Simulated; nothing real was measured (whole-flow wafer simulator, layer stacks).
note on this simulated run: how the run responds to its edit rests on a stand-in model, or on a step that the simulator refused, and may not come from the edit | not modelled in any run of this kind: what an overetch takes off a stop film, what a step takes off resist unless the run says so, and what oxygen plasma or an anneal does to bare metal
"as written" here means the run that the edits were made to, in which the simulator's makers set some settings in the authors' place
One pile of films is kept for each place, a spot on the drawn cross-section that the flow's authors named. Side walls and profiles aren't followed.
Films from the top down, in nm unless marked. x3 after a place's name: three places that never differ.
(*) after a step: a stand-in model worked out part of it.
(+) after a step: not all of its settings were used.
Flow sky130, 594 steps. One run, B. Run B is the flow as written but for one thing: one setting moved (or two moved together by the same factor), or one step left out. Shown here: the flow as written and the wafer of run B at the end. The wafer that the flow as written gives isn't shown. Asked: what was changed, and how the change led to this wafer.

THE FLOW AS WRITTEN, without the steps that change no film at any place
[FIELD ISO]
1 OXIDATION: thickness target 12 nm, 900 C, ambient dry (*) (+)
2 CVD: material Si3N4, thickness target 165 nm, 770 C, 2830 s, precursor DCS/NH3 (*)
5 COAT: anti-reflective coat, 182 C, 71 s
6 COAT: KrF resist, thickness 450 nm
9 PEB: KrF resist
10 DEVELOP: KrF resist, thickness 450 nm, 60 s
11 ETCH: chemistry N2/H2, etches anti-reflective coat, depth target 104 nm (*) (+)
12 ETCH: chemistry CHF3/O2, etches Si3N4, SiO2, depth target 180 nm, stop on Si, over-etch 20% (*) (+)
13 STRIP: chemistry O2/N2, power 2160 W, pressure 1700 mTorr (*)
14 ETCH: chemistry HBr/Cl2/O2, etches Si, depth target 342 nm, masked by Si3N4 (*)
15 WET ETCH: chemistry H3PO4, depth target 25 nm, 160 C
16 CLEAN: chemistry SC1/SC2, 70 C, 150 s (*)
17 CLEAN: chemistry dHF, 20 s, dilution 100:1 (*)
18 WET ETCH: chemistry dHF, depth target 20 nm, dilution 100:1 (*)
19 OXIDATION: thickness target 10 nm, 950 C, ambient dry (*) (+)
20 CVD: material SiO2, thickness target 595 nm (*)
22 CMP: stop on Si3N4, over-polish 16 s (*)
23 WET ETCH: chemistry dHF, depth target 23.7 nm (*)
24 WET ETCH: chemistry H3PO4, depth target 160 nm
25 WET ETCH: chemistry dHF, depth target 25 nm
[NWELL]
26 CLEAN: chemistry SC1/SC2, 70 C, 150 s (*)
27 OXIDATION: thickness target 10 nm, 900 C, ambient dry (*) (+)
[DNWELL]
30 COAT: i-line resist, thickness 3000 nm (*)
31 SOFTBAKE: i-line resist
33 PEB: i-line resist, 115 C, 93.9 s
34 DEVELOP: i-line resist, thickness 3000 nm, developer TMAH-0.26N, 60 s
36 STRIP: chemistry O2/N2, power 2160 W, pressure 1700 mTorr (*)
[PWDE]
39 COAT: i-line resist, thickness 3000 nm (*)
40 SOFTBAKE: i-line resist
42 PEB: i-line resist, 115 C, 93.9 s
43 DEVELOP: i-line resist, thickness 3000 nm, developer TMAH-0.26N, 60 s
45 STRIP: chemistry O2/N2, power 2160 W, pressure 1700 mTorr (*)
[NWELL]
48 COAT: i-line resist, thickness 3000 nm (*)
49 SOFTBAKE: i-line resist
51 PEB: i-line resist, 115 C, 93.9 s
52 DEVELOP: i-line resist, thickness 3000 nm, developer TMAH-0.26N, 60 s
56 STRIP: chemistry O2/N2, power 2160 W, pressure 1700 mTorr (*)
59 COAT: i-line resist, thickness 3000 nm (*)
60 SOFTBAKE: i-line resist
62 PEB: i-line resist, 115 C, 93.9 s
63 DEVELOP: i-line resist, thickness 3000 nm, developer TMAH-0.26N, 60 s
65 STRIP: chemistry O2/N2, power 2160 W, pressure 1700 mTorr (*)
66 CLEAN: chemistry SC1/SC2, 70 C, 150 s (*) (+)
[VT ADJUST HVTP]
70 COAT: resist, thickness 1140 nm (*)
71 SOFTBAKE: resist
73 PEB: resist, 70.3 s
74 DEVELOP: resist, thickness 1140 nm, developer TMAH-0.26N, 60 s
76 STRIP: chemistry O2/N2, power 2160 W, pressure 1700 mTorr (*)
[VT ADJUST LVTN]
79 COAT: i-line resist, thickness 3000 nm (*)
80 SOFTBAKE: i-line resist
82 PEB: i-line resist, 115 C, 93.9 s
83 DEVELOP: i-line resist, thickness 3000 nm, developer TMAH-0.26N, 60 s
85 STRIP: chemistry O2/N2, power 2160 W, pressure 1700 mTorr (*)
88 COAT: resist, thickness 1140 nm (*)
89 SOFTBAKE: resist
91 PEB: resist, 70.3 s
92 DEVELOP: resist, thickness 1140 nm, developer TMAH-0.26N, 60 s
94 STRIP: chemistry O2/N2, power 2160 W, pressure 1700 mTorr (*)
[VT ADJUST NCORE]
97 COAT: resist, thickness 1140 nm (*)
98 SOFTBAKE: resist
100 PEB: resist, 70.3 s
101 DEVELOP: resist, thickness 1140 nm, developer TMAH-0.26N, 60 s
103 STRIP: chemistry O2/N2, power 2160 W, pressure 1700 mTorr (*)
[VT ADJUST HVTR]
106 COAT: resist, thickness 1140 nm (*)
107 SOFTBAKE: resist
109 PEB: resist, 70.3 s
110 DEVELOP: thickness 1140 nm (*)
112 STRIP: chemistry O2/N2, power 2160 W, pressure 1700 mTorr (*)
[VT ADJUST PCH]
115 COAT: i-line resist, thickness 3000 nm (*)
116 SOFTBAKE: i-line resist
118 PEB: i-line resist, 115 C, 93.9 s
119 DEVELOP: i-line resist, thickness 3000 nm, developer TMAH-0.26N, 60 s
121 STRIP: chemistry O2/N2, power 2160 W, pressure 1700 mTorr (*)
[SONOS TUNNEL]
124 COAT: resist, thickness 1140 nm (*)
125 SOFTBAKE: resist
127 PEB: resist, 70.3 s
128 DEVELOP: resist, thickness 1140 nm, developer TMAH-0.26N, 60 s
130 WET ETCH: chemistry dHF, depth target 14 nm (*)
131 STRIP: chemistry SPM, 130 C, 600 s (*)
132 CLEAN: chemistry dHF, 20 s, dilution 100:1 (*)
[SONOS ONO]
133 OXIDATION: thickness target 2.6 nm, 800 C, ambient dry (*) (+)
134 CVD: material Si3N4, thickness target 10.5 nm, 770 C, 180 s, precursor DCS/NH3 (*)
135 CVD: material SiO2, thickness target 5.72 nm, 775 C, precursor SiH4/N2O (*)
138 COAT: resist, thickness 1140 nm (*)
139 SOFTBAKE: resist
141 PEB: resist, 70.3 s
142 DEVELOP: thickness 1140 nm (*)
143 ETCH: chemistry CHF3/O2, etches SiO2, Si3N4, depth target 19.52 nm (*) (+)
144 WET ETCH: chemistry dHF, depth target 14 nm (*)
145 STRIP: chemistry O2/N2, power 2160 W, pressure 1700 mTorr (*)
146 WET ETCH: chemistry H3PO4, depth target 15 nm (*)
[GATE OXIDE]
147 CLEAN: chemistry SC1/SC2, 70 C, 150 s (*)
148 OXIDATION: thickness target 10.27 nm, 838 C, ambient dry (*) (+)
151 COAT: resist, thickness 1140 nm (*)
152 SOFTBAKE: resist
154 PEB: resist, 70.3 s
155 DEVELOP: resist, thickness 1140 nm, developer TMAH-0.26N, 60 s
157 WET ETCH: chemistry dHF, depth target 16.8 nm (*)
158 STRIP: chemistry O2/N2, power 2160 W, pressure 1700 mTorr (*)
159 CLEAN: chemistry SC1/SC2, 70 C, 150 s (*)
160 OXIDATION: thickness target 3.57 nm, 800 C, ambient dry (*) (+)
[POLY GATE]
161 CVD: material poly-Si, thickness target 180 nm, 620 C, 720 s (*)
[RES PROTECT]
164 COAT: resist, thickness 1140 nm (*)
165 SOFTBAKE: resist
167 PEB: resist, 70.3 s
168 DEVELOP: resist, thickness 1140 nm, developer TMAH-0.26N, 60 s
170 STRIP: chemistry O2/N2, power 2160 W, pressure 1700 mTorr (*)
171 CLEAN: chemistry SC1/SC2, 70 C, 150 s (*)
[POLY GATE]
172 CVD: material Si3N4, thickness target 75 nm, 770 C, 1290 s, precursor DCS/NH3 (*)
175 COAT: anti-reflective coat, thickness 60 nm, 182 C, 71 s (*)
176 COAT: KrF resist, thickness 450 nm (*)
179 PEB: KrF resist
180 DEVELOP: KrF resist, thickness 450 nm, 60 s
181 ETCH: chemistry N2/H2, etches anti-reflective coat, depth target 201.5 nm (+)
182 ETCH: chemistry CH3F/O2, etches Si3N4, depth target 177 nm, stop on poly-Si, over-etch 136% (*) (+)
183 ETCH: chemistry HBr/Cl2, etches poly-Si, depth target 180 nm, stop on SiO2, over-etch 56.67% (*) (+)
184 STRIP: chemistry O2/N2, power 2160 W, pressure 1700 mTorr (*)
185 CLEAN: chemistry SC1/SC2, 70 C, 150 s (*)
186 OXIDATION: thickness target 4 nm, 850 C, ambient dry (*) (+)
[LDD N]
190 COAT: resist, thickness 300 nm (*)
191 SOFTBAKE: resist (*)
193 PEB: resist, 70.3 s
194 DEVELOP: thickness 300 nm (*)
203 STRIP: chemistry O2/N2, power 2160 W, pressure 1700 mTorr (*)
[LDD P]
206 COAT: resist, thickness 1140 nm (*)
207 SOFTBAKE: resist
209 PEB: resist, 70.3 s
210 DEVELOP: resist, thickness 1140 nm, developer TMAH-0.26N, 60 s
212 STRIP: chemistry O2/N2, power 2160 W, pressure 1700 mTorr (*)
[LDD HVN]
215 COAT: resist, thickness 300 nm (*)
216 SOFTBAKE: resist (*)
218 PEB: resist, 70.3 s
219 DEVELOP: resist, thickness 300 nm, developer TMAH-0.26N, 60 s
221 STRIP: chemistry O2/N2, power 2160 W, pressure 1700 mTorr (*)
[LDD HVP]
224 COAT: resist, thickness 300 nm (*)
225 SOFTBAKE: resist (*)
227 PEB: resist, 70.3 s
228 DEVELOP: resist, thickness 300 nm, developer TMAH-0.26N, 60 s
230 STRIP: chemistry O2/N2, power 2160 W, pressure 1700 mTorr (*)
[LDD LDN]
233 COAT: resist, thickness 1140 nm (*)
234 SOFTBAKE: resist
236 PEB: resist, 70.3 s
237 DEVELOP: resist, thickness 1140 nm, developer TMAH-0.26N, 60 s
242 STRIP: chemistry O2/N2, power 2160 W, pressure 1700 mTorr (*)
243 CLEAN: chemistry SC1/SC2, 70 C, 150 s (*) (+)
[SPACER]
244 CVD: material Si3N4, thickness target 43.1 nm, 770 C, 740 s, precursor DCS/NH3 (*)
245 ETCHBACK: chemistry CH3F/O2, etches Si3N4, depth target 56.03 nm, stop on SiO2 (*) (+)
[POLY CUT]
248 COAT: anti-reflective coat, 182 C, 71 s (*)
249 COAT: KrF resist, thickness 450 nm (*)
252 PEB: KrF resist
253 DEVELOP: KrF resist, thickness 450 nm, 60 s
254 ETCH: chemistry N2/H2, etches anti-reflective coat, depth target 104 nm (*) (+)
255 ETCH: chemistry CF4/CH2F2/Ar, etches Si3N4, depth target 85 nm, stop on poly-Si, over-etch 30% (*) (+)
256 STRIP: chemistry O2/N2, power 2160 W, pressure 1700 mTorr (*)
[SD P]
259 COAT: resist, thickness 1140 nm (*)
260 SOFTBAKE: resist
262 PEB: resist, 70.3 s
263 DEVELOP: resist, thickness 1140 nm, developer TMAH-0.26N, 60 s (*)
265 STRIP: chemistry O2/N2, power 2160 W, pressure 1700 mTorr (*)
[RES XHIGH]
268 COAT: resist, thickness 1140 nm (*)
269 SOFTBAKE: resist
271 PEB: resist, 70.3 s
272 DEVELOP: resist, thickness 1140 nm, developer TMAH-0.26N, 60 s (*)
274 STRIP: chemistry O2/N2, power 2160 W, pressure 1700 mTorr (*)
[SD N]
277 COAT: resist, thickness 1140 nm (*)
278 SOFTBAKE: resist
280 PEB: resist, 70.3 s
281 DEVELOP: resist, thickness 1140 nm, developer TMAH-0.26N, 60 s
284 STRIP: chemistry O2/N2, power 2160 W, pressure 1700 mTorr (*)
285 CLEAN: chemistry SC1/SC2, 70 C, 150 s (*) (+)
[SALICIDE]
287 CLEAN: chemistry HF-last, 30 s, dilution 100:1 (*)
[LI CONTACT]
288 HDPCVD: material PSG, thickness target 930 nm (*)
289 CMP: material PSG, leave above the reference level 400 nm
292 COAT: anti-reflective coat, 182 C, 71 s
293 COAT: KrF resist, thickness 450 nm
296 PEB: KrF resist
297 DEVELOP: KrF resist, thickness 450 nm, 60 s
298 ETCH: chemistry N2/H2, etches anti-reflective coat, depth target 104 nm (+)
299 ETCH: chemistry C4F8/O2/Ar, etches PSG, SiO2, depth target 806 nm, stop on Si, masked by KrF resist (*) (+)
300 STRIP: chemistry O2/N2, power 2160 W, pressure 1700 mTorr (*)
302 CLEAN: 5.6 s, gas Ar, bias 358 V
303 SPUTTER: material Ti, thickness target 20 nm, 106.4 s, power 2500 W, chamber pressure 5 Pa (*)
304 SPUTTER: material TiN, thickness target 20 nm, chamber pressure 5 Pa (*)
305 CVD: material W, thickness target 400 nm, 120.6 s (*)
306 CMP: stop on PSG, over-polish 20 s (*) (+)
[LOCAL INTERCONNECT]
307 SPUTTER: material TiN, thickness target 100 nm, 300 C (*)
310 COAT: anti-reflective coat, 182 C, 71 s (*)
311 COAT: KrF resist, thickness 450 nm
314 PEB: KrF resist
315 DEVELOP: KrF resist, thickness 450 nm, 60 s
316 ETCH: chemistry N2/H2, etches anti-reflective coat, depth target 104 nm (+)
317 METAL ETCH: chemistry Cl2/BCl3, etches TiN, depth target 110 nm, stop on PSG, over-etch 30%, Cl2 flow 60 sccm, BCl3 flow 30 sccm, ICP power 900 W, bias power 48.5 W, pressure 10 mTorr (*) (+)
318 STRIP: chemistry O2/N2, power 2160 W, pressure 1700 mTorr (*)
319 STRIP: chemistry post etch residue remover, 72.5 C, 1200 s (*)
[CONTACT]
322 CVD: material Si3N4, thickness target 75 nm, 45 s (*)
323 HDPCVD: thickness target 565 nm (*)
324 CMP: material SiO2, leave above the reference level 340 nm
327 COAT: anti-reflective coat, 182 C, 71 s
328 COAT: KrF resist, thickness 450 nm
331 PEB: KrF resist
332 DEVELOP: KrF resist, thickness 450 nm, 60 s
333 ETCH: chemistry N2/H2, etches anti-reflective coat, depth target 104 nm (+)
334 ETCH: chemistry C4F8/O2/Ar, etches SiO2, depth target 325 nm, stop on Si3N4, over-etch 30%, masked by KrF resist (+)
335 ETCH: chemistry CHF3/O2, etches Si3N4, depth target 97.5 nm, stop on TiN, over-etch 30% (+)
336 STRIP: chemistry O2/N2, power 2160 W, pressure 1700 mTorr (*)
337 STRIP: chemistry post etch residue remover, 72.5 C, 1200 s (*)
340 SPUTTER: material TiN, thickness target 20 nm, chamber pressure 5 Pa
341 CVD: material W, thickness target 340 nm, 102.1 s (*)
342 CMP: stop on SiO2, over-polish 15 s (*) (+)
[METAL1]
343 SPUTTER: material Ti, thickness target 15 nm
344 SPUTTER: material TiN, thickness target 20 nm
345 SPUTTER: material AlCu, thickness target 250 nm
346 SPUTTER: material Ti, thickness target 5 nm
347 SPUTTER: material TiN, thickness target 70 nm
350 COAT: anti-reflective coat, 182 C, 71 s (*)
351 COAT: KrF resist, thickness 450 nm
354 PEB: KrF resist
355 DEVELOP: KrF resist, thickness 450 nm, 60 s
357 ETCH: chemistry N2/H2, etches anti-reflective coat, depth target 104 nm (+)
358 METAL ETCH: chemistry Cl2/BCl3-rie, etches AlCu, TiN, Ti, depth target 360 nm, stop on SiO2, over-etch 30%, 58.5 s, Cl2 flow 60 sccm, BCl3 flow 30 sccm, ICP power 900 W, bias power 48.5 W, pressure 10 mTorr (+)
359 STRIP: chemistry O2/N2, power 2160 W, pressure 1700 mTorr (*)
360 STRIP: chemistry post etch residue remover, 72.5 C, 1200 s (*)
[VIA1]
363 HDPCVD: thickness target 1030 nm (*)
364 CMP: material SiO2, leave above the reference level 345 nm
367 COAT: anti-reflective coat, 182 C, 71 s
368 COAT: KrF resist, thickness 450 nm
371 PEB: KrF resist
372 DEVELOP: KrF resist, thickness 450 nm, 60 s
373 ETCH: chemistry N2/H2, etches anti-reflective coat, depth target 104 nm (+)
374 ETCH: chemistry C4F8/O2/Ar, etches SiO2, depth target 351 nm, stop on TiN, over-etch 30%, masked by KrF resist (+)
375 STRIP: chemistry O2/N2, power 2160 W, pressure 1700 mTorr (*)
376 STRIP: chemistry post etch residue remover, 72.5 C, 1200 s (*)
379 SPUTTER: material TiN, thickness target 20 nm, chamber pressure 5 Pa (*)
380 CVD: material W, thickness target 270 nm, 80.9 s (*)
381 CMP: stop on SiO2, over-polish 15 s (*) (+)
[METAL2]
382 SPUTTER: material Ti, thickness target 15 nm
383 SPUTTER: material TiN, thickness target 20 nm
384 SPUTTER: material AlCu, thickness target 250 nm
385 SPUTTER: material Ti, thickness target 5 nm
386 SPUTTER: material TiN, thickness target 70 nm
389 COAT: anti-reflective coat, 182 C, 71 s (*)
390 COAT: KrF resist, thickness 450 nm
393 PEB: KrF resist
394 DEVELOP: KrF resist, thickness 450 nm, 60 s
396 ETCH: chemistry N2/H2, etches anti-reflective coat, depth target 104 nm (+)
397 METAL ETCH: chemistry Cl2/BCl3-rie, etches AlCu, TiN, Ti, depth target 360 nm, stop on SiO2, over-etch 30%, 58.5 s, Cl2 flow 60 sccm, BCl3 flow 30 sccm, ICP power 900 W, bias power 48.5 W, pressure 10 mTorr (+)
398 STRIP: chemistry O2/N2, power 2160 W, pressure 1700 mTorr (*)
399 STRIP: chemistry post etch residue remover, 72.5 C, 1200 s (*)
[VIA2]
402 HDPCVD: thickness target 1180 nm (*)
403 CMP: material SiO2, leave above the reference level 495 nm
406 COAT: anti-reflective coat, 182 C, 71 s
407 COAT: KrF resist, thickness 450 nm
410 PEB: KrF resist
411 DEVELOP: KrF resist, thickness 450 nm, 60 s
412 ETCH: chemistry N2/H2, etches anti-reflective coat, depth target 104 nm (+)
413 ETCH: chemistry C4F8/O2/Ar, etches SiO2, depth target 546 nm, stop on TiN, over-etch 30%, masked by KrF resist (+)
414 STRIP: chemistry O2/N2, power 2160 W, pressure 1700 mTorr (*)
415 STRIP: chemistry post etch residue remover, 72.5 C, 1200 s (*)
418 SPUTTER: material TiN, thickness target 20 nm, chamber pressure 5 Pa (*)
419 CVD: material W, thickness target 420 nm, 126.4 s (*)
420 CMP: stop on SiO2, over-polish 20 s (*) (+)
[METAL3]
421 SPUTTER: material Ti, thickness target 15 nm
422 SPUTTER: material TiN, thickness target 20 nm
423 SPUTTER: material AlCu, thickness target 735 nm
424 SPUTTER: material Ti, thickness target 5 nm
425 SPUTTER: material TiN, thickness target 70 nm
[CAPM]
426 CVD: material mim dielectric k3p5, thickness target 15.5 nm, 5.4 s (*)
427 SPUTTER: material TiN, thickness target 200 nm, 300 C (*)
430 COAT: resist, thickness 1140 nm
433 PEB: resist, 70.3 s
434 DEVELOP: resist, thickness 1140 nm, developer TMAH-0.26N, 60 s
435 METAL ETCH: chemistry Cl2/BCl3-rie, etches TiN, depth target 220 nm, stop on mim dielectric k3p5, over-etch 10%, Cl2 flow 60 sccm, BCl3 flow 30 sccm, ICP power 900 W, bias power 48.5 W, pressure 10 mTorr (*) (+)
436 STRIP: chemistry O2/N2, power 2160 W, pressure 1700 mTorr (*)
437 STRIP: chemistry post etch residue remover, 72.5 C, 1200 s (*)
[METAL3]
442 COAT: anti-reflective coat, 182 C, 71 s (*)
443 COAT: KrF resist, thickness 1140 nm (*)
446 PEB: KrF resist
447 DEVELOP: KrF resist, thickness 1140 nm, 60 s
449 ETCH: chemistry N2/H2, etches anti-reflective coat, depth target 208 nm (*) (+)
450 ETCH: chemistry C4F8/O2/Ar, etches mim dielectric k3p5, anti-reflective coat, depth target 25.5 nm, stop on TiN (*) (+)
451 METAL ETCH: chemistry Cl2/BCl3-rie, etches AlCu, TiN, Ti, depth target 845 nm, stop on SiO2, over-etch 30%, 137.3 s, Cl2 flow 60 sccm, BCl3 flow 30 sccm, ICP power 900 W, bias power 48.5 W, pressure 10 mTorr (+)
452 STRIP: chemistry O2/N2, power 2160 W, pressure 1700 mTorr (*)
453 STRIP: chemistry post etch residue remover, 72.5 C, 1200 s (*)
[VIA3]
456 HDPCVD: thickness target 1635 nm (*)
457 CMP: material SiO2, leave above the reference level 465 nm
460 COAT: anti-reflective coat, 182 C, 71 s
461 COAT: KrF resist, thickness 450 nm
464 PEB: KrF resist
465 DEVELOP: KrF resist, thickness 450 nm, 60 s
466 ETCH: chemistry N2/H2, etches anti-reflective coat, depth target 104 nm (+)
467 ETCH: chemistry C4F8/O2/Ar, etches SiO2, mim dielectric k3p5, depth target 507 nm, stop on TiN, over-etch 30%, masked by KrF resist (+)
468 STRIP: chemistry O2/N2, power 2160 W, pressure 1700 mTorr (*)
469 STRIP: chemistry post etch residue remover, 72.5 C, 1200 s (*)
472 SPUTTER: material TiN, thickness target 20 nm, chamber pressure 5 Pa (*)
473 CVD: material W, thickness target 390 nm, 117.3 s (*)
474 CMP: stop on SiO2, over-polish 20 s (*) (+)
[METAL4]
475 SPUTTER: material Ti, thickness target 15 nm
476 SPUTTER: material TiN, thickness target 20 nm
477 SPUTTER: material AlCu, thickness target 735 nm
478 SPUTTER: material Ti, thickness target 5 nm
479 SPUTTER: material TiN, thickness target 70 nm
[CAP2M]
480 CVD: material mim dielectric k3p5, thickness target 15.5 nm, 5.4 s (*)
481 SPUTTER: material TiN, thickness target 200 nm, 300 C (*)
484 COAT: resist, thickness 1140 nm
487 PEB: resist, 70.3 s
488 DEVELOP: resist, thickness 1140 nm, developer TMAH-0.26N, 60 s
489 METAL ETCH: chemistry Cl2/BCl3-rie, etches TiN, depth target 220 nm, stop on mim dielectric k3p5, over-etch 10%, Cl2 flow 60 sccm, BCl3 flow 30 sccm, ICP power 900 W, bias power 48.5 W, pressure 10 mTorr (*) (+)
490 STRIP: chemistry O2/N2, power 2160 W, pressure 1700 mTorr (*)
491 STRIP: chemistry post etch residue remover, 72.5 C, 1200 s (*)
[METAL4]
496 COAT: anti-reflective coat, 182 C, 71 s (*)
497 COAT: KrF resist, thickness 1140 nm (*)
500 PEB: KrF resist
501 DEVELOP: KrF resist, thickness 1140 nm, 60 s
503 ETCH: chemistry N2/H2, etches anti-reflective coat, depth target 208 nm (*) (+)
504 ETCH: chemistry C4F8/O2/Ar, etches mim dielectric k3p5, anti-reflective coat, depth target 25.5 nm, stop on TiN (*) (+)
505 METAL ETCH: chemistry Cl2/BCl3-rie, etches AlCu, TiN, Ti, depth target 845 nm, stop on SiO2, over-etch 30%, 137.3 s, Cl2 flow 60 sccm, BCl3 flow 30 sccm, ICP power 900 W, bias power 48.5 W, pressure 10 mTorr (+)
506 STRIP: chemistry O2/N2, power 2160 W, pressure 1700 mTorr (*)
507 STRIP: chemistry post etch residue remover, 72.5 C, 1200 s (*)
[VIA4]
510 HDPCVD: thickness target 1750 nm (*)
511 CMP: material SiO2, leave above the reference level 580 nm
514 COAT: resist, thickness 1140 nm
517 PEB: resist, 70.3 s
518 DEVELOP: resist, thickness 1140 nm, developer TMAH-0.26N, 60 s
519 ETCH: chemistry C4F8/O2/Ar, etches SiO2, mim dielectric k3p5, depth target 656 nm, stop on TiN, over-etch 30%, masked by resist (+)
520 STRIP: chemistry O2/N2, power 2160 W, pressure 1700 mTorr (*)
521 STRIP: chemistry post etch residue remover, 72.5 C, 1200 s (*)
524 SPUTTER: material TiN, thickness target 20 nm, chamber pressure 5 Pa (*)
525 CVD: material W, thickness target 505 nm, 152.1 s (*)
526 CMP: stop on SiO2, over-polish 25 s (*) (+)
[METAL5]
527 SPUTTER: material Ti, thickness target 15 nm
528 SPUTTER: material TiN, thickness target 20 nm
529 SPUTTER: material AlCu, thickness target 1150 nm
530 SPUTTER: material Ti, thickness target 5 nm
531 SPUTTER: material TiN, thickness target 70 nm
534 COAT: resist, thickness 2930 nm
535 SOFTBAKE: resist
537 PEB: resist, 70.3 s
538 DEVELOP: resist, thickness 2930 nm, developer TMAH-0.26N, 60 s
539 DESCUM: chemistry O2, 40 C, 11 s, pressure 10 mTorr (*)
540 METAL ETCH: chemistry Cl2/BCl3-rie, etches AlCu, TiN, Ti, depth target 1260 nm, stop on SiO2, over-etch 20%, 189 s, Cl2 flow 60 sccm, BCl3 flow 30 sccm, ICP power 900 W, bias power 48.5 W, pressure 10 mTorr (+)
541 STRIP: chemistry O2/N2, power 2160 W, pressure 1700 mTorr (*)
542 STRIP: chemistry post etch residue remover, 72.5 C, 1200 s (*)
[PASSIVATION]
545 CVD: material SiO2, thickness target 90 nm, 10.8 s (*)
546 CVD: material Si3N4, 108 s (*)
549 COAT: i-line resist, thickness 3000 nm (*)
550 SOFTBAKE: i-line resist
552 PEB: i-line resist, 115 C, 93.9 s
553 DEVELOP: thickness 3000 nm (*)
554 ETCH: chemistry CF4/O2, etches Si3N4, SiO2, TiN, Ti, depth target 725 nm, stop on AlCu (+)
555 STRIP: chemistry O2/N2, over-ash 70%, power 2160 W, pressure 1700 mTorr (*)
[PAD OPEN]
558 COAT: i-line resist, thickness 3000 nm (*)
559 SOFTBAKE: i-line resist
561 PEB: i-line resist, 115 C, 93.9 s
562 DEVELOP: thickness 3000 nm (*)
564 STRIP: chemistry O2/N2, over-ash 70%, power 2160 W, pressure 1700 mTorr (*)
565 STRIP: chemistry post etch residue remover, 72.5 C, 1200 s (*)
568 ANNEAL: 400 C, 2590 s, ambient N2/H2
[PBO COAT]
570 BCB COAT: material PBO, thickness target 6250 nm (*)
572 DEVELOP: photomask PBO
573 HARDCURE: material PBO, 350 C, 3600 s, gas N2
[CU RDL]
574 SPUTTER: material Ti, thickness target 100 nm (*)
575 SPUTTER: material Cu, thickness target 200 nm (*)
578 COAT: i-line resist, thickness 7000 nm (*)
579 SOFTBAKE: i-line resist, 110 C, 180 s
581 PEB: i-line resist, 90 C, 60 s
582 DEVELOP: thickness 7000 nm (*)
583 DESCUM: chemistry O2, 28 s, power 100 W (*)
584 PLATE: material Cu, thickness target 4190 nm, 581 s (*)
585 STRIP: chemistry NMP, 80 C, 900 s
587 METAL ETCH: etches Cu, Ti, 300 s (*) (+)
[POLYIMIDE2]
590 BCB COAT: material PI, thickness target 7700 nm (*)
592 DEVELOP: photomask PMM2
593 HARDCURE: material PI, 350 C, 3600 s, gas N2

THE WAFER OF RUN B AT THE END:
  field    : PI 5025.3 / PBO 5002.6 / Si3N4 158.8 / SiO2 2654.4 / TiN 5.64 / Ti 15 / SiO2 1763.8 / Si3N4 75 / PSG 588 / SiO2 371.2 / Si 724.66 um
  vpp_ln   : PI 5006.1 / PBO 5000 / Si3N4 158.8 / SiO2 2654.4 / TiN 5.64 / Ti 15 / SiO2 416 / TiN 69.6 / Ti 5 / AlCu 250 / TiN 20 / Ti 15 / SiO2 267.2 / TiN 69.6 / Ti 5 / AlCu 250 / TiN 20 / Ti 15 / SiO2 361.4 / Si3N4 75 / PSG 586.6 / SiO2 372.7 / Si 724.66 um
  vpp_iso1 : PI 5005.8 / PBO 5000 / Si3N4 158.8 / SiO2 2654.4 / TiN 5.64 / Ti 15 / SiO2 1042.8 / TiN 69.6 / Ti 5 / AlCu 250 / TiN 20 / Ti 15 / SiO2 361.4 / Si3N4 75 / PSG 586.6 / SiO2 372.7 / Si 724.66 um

The cause: step 451, METAL ETCH: depth target 633.8 nm was run, where the flow has depth target 845 nm; step 451, METAL ETCH: 103 s was run, where the flow has 137.3 s.

How the change led to this, step by step:
  451 METAL ETCH: chemistry Cl2/BCl3-rie, etches AlCu, TiN, Ti, depth target 845 nm, stop on SiO2, over-etch 30%, 137.3 s, Cl2 flow 60 sccm, BCl3 flow 30 sccm, ICP power 900 W, bias power 48.5 W, pressure 10 mTorr (+)
      field, gate, spacer and 68 more: TiN -70 (all of it), Ti -5 (all of it), AlCu -735 (all of it), TiN -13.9 (as written it would be: TiN -70 (all of it), Ti -5 (all of it), AlCu -735 (all of it), TiN -20 (all of it), Ti -15 (all of it), SiO2 -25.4)
      active, vpp_ln, vpp_iso2 and 11 more: TiN -70 (all of it), Ti -5 (all of it), AlCu -735 (all of it), TiN -13.9 (as written it would be: TiN -70 (all of it), Ti -5 (all of it), AlCu -735 (all of it), TiN -20 (all of it), Ti -15 (all of it), SiO2 -25.3)
      (and at 107 more places)
  452 STRIP: chemistry O2/N2, power 2160 W, pressure 1700 mTorr (*)
      gate_hv, dice_street, pplus_nw and 75 more: KrF resist -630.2 (all of it), anti-reflective coat -80 (all of it) (as written it would be: KrF resist -492.9 (all of it), anti-reflective coat -80 (all of it))
      n_well, p_well, sd_n, sd_p, pad, mim_edge_gap, mim_edge_gap_sheet: KrF resist -630.1 (all of it), anti-reflective coat -80 (all of it) (as written it would be: KrF resist -492.9 (all of it), anti-reflective coat -80 (all of it))
      (and at 22 more places)
  456 HDPCVD: thickness target 1635 nm (*)
      field, active, gate and 82 more: SiO2 +1635 (new film) (as written it would be: SiO2 +1635)
  457 CMP: material SiO2, leave above the reference level 465 nm
      field, active, gate and 82 more: SiO2 -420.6 (as written it would be: SiO2 -374.7)
Counting metal films that touch as one body, field has 1 body; the flow as written gives 0 bodies.
Counting metal films that touch as one body, vpp_ln has 3 bodies (between them, from the top down: SiO2 416; SiO2 267.2); the flow as written gives 2 bodies (between them, from the top down: SiO2 267.2).
Counting metal films that touch as one body, vpp_iso1 has 2 bodies (between them, from the top down: SiO2 1042.8); the flow as written gives 1 body.
